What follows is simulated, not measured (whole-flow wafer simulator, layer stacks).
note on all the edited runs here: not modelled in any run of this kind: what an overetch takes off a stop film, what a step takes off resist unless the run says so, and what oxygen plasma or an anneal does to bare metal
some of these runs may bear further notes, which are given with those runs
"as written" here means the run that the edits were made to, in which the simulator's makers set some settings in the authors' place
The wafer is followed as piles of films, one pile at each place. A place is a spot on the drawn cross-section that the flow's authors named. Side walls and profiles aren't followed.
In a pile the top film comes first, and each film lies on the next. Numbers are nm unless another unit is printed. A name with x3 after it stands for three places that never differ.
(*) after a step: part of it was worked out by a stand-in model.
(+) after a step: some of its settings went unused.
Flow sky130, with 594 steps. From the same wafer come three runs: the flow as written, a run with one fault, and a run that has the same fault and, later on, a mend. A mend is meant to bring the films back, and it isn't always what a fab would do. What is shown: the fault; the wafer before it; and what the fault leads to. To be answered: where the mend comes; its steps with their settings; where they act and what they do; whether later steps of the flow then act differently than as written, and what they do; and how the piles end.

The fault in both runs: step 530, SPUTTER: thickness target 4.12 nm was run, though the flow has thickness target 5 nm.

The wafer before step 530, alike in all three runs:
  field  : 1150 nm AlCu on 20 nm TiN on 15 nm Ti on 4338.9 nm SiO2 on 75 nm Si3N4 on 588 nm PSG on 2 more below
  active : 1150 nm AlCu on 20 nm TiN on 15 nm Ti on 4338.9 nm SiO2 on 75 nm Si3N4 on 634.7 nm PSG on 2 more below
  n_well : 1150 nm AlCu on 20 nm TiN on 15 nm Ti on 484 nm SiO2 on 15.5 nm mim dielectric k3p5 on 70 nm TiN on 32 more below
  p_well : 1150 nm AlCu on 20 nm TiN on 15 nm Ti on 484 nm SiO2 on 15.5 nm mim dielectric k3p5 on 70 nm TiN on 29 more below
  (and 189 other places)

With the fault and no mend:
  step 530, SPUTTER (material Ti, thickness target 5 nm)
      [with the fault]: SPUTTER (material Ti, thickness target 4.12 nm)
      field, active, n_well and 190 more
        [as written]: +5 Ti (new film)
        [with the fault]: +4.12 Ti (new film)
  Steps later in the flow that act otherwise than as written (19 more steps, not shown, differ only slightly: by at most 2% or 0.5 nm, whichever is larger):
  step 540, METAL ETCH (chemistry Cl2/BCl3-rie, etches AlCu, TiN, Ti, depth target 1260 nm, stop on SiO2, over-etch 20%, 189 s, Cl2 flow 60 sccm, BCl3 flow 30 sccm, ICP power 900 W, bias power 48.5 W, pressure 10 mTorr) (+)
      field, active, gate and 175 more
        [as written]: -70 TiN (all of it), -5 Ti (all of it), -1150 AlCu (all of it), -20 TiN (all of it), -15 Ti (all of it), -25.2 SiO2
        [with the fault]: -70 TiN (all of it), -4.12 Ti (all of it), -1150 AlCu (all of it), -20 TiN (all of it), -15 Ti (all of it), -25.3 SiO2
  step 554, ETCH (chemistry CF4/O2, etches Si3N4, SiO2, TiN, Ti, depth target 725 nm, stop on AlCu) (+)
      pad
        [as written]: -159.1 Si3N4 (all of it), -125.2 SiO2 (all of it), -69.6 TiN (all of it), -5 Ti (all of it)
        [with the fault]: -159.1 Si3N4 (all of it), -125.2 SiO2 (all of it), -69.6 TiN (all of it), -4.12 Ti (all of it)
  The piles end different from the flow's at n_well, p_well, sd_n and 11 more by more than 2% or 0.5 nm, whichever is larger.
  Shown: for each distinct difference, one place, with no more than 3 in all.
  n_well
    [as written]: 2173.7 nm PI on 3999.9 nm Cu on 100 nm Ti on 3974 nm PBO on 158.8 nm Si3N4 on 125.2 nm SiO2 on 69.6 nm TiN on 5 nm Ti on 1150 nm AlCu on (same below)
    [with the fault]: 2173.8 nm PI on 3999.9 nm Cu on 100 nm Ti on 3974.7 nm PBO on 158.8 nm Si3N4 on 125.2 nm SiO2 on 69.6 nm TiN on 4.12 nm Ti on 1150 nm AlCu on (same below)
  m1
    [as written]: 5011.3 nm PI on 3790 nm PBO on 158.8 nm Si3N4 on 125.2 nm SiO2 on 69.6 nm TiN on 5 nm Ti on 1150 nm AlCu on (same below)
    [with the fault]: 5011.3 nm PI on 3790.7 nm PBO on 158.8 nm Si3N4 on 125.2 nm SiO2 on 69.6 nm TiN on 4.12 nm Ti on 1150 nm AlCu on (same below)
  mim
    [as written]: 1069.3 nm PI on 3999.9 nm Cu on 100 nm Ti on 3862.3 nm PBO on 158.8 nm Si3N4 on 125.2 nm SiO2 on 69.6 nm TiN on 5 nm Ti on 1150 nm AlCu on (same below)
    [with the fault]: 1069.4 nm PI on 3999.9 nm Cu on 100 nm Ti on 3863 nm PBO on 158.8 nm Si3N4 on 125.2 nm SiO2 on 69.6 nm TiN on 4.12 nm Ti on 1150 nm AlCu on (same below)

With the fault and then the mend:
  The mend stands after step 530.
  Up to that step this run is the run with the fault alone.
  step 530a, SPUTTER (material Ti, thickness target 0.88 nm) (*) (the flow's step 530 again, with other settings)
      field, active, n_well and 190 more
        +0.88 Ti
  Later steps of the flow that are run all act as written at every place that is followed.
  At every place that both follow, the piles at the end match the flow's.
